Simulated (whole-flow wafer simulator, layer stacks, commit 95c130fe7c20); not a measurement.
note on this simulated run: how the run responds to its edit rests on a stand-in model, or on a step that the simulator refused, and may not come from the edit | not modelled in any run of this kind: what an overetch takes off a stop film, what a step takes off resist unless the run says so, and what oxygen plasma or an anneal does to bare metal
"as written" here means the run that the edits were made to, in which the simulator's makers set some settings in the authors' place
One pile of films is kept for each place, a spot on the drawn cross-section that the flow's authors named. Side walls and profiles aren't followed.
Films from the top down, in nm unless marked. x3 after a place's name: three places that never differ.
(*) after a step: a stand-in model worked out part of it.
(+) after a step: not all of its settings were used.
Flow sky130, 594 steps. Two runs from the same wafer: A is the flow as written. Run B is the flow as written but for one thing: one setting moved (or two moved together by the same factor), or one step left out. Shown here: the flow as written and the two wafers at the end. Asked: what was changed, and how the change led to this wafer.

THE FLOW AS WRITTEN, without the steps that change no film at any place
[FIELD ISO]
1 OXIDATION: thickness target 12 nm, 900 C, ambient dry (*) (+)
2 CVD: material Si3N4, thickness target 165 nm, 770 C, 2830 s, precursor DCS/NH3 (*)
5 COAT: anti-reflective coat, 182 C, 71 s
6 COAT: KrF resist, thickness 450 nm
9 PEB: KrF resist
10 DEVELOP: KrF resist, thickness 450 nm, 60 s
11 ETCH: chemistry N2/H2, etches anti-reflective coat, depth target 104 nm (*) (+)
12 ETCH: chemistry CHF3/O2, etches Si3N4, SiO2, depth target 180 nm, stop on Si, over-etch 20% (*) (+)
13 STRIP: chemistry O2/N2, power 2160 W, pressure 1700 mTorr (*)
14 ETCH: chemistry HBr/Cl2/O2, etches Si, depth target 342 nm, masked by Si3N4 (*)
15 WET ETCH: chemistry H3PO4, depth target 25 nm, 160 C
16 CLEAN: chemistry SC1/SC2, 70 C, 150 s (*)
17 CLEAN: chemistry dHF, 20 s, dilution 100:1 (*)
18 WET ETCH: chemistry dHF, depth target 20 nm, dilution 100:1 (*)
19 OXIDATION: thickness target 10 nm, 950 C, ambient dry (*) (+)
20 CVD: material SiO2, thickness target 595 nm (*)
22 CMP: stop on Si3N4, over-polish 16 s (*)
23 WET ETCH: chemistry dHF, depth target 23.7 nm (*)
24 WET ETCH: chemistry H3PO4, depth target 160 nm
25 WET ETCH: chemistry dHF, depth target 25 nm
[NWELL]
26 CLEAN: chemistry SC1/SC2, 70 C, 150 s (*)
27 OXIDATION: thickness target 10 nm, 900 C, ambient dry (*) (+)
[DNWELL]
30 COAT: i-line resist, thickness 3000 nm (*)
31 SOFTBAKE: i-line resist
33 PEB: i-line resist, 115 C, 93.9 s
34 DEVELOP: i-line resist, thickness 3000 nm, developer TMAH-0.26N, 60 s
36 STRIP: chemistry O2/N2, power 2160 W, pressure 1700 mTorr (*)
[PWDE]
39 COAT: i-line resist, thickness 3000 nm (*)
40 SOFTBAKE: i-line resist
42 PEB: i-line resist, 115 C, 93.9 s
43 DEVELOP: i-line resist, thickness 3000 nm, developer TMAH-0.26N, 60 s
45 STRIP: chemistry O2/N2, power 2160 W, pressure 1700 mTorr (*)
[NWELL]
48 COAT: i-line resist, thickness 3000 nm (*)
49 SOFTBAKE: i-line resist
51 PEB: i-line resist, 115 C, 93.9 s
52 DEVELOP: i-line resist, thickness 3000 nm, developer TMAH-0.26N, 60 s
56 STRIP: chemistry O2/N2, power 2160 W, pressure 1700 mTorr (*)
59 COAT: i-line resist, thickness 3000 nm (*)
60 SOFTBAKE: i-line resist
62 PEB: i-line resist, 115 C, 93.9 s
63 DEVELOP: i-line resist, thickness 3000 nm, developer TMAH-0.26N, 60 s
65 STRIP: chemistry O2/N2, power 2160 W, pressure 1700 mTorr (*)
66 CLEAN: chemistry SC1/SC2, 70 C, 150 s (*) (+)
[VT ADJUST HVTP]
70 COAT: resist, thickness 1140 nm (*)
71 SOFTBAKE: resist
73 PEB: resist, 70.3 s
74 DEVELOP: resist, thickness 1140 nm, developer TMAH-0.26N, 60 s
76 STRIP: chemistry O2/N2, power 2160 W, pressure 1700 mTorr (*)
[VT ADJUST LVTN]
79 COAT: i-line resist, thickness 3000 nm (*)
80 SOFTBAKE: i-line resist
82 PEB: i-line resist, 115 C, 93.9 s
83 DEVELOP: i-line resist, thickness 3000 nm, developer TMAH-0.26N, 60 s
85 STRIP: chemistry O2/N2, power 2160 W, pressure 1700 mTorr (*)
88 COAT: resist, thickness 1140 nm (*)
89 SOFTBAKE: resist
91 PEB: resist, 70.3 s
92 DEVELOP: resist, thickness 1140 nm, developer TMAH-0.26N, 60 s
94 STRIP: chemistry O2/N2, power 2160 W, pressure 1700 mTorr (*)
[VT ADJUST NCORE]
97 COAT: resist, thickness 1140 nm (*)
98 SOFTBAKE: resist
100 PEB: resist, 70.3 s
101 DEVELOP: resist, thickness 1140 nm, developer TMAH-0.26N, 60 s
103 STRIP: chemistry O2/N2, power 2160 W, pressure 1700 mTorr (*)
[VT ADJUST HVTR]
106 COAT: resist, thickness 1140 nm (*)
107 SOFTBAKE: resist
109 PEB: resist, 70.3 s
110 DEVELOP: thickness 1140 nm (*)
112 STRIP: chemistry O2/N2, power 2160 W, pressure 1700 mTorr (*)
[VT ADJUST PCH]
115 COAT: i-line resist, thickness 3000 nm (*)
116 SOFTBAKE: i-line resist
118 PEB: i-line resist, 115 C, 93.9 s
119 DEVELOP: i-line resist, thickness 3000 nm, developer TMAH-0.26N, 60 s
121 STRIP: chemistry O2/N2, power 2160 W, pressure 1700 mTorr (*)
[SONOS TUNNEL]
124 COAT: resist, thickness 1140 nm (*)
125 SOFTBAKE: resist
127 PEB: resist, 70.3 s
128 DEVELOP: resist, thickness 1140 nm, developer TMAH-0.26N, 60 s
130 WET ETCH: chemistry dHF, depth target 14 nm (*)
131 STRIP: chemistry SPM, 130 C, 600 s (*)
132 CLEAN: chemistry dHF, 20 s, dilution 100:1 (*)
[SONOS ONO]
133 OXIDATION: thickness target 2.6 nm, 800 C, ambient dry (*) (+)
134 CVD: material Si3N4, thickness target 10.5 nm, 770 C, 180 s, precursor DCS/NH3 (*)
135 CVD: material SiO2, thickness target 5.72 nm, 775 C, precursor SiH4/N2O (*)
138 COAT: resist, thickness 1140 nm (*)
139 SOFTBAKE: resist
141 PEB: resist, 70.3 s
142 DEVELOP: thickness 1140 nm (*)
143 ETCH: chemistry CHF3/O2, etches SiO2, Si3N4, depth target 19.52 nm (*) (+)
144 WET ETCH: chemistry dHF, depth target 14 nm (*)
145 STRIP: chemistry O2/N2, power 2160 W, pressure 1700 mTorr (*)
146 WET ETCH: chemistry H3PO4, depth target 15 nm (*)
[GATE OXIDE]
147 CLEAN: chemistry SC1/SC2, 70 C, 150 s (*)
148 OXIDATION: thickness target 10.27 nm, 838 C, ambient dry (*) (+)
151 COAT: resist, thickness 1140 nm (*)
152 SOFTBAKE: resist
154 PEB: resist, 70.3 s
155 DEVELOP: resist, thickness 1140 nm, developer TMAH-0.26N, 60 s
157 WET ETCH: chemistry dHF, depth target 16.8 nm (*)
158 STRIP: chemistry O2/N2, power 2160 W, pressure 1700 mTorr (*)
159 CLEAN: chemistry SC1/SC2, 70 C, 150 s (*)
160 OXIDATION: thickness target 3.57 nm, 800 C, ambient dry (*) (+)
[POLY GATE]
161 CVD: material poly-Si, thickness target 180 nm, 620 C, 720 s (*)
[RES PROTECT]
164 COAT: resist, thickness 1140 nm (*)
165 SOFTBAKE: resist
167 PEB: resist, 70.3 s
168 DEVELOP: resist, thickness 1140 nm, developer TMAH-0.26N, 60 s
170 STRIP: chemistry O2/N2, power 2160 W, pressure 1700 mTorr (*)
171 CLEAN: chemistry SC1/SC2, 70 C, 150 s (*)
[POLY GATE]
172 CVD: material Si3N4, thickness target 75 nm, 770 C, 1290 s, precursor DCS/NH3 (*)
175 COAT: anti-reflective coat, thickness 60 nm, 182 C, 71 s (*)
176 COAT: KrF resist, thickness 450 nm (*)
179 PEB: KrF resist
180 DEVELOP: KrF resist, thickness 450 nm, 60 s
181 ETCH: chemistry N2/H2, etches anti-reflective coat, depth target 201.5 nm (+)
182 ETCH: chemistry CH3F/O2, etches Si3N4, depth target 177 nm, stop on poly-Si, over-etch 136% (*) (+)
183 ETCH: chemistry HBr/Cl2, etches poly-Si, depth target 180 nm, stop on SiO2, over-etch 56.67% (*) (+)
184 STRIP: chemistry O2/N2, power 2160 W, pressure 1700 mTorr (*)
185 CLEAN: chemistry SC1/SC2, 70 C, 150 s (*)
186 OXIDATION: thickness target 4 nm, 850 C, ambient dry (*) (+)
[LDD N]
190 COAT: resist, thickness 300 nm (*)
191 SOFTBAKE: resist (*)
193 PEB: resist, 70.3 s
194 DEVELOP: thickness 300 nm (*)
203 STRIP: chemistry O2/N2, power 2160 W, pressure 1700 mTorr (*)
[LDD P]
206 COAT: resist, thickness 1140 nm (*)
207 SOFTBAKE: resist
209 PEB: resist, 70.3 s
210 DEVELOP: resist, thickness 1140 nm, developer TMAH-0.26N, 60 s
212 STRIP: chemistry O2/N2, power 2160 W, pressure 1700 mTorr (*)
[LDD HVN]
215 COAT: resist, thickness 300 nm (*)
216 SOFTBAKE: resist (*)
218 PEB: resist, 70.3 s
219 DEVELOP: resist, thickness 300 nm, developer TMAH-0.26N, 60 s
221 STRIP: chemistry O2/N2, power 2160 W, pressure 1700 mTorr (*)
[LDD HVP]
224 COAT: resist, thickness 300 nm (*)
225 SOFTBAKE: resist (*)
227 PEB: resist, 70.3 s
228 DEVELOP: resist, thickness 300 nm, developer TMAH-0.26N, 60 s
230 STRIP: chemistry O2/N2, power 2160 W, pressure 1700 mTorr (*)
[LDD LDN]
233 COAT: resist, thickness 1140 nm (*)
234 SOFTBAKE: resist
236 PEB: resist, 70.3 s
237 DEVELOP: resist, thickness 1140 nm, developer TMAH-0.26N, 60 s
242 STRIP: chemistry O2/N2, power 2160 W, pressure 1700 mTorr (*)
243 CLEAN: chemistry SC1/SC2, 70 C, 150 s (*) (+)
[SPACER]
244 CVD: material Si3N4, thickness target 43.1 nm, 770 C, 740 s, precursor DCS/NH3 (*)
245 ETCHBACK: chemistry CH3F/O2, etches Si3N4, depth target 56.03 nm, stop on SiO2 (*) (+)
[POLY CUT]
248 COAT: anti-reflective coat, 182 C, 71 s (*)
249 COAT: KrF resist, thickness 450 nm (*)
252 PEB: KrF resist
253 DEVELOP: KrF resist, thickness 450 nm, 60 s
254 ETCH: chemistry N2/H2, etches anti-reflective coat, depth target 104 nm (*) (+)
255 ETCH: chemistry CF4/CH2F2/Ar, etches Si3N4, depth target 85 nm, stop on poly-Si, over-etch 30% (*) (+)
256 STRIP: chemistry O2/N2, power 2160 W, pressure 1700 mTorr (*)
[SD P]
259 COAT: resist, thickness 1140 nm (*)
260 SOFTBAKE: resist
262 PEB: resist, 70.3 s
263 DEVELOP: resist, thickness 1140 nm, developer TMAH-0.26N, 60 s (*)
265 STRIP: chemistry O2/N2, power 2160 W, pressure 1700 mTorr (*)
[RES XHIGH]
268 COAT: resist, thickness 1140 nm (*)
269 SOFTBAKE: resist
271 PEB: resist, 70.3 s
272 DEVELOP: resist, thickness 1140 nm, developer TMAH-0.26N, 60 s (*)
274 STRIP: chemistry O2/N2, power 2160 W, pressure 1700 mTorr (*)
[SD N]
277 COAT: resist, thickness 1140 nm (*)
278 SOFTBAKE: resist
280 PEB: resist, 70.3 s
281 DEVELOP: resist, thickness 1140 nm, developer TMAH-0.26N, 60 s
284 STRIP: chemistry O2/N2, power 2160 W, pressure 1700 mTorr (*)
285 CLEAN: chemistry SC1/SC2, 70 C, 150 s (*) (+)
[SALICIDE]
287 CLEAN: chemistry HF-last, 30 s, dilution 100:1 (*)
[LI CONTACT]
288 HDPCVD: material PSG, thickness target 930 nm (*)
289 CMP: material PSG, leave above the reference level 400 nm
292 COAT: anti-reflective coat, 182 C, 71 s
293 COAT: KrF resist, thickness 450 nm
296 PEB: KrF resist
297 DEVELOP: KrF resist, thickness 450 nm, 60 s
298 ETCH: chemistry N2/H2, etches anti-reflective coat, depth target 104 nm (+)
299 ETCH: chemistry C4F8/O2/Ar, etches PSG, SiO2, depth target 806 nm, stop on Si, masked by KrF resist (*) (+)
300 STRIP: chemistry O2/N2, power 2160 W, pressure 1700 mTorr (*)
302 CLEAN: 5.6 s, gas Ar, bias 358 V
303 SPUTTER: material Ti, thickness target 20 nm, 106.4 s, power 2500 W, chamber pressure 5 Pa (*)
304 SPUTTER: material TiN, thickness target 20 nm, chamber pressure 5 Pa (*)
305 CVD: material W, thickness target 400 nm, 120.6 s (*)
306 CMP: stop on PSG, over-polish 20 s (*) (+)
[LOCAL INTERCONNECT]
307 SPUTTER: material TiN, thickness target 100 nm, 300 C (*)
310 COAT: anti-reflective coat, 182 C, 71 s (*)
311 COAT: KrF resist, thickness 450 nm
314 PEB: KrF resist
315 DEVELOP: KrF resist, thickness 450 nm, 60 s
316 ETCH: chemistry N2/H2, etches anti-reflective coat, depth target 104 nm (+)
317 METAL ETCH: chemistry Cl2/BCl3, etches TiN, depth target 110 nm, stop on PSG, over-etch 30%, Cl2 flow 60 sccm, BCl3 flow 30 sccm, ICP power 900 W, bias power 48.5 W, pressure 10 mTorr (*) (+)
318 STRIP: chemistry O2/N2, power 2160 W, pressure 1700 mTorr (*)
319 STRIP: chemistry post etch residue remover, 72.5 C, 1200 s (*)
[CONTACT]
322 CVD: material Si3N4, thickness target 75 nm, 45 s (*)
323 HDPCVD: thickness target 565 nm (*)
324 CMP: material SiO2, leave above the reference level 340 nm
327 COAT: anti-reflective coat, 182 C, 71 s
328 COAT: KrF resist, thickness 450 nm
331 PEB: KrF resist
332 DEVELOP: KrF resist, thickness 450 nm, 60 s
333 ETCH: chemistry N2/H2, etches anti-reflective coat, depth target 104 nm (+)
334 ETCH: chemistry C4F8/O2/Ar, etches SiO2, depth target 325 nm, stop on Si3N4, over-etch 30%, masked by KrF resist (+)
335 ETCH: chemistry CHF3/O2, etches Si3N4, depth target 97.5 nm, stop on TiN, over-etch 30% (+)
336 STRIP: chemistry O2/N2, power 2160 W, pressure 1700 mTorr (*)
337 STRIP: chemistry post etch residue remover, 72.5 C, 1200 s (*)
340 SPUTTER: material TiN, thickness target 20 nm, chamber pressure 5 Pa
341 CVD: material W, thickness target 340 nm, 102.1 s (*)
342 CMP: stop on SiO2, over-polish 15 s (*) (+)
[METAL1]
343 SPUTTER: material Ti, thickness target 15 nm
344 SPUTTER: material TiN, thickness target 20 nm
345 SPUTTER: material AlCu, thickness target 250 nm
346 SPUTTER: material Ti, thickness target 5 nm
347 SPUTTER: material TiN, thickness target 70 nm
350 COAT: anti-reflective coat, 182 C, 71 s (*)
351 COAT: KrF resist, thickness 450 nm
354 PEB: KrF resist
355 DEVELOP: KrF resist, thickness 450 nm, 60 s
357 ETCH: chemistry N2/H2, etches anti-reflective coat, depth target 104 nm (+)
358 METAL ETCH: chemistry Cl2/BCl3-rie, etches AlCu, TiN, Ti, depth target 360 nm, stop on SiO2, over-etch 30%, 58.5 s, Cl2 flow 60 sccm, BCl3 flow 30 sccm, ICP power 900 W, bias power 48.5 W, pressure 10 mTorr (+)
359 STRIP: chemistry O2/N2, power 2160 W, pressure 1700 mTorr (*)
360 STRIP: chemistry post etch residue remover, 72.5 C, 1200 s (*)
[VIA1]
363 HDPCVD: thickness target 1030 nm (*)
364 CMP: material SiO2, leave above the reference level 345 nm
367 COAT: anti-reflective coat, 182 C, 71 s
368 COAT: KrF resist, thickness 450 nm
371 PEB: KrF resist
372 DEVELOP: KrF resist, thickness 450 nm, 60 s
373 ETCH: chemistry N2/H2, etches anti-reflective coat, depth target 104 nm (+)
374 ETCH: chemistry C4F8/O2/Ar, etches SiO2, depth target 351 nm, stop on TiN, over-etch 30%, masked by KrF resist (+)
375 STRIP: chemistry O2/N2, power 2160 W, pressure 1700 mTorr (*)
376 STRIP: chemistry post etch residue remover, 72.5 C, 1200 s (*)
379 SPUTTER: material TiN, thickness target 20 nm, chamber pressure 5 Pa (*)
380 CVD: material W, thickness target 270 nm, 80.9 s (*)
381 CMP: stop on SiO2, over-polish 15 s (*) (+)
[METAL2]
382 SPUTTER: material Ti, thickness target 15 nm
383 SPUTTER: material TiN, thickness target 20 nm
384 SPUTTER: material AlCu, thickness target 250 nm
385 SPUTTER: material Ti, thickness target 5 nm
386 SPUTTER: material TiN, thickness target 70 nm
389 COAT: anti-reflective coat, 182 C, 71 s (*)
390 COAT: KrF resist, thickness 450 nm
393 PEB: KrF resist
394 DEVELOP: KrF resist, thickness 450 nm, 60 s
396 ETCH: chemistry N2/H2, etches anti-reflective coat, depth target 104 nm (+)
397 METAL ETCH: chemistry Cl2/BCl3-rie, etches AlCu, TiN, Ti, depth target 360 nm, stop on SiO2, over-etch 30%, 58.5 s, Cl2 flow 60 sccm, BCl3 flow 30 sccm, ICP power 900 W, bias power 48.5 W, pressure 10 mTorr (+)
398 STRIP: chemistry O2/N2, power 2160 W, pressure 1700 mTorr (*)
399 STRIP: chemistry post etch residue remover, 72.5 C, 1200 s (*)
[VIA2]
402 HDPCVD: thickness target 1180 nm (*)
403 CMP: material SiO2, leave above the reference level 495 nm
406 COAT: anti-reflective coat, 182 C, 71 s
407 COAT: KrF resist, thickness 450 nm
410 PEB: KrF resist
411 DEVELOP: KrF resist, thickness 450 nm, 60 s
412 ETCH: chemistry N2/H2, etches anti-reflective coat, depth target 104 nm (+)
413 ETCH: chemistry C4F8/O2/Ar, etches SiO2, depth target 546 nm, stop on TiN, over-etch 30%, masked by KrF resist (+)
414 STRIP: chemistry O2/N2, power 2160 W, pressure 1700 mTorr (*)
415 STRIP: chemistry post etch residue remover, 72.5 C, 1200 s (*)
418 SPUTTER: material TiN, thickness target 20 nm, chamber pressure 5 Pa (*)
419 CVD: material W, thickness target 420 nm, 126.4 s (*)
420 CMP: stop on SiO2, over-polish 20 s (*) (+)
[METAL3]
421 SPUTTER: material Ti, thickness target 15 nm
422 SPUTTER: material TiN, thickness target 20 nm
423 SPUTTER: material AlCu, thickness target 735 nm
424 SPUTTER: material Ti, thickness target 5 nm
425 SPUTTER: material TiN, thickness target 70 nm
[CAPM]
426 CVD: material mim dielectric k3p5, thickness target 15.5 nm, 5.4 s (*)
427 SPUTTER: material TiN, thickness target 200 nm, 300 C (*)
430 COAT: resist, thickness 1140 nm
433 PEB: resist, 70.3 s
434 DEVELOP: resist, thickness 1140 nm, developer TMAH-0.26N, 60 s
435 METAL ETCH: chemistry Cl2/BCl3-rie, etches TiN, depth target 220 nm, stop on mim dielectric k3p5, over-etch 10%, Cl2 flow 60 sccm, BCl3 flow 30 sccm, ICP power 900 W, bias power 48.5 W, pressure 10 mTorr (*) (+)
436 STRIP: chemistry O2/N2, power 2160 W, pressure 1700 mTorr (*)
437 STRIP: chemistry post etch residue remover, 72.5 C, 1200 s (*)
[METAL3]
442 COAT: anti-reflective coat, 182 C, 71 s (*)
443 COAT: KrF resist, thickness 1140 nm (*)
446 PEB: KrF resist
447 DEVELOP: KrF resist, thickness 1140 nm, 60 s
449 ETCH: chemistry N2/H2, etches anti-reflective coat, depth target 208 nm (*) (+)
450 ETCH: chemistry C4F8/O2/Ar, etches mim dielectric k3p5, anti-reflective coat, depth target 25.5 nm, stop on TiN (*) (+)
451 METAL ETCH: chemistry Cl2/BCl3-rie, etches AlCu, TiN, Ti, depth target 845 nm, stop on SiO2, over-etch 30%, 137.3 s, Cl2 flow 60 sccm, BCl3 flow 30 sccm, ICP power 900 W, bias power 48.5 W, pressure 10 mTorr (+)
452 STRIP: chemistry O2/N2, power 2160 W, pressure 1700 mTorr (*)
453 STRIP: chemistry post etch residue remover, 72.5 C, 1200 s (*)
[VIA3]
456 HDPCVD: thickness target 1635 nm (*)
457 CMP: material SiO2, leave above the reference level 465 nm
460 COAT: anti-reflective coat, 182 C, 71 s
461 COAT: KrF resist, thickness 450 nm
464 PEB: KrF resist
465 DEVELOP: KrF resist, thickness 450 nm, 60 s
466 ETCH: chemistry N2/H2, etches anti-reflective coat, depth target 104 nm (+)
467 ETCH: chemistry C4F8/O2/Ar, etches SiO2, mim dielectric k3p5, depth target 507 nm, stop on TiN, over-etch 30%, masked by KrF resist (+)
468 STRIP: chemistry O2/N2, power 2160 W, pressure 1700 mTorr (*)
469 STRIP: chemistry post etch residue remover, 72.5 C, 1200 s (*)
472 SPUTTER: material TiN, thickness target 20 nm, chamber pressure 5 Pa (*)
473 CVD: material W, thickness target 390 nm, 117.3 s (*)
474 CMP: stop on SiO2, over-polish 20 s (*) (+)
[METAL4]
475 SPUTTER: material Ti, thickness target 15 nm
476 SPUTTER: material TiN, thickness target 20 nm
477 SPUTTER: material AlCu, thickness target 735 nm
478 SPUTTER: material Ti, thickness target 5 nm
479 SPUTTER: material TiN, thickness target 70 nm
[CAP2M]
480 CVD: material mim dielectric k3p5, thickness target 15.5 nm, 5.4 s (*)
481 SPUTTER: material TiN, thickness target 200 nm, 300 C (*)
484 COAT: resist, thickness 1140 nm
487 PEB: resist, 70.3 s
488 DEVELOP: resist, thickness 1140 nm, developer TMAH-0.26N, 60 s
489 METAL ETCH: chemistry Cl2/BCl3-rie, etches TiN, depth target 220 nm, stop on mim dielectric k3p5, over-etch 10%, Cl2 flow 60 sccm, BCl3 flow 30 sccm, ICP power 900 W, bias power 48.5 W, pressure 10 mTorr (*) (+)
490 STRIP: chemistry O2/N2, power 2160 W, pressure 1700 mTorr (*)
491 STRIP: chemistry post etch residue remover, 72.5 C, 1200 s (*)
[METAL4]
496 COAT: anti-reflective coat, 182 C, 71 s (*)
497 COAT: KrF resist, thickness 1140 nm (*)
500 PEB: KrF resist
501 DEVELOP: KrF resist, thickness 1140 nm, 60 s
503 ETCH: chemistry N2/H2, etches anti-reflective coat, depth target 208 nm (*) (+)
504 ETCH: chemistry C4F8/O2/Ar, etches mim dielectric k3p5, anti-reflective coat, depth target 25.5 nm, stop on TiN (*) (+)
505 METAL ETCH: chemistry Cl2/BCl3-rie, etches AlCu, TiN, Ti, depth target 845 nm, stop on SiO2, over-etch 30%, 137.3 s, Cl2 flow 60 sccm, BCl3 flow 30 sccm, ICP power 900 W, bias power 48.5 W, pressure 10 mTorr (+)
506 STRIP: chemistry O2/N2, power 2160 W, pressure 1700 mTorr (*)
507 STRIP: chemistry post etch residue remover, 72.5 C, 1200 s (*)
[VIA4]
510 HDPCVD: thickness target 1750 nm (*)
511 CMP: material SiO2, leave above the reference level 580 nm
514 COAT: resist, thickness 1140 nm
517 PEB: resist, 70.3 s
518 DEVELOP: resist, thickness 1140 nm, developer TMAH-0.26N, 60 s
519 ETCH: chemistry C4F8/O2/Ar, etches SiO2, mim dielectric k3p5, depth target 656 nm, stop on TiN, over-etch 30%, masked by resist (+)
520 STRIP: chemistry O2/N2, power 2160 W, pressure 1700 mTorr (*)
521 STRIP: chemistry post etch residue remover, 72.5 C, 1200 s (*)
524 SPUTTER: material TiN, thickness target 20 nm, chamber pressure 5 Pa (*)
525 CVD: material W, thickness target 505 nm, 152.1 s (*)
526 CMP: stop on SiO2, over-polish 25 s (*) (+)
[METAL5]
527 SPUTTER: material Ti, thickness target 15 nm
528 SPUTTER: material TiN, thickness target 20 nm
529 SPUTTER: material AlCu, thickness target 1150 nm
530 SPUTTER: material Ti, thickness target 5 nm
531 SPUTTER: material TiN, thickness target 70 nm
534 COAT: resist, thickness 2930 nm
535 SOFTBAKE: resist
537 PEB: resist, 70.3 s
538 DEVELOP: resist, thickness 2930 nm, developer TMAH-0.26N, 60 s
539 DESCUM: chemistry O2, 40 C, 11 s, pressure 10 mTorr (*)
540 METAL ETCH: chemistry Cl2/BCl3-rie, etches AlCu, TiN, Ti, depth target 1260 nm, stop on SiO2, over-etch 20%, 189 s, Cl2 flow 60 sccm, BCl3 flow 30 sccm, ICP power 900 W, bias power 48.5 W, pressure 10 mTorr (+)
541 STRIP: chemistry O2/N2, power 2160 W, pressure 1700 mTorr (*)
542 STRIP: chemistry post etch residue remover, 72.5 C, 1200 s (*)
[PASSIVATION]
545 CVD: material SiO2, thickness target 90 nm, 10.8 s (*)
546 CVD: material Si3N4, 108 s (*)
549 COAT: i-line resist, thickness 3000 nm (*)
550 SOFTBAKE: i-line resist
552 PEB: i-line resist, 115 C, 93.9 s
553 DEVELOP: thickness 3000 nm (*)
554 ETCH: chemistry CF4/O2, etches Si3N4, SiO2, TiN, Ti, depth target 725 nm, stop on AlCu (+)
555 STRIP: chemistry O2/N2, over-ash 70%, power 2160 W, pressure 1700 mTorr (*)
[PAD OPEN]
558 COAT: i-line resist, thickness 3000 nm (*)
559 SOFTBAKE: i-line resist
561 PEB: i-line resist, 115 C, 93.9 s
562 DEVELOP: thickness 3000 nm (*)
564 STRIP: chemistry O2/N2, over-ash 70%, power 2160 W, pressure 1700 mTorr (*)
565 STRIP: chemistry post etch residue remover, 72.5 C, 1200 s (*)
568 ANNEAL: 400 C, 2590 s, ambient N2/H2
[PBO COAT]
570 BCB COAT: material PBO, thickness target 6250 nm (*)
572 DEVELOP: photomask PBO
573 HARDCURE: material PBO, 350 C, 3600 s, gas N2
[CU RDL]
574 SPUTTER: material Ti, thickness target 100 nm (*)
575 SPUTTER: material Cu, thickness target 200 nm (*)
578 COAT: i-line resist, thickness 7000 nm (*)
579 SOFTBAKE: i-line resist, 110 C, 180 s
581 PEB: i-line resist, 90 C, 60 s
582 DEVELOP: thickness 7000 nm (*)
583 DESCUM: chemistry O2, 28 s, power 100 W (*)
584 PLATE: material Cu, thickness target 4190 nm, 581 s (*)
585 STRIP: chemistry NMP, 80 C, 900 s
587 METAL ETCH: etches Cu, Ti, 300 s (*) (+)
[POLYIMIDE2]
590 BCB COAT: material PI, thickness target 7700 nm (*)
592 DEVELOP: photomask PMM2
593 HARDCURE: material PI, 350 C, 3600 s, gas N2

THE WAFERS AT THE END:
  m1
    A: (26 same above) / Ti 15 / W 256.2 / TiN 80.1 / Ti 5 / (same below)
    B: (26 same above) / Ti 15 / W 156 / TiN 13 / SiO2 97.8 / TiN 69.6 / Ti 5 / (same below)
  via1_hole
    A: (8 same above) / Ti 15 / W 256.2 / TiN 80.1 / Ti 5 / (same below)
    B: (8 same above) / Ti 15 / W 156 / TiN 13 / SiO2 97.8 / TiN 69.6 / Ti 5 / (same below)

The cause: step 374, ETCH: depth target 172 nm was run, where the flow has depth target 351 nm.

How the change led to this, step by step:
  374 ETCH: chemistry C4F8/O2/Ar, etches SiO2, depth target 351 nm, stop on TiN, over-etch 30%, masked by KrF resist (+)
      m1, via1_hole: A SiO2 -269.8 (all of it) | B SiO2 -172
      field, active, n_well and 186 more: A KrF resist -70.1 | B KrF resist -34.4
  375 STRIP: chemistry O2/N2, power 2160 W, pressure 1700 mTorr (*)
      field, active, n_well and 186 more: A KrF resist -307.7 (all of it), anti-reflective coat -80 (all of it) | B KrF resist -343.4 (all of it), anti-reflective coat -80 (all of it)
  379 SPUTTER: material TiN, thickness target 20 nm, chamber pressure 5 Pa (*)
      m1: A TiN +11 | B TiN +13 (new film)
      via1_hole: A TiN +10.9 | B TiN +13 (new film)
  380 CVD: material W, thickness target 270 nm, 80.9 s (*)
      m1, via1_hole: A W +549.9 (new film) | B W +449.6 (new film)
Counting metal films that touch as one body, m1 has 3 bodies (between them, from the top down: SiO2 97.8; SiO2 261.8 / Si3N4 75); the flow as written gives 2 bodies (between them, from the top down: SiO2 261.8 / Si3N4 75).
Counting metal films that touch as one body, via1_hole has 2 bodies (between them, from the top down: SiO2 97.8); the flow as written gives 1 body.
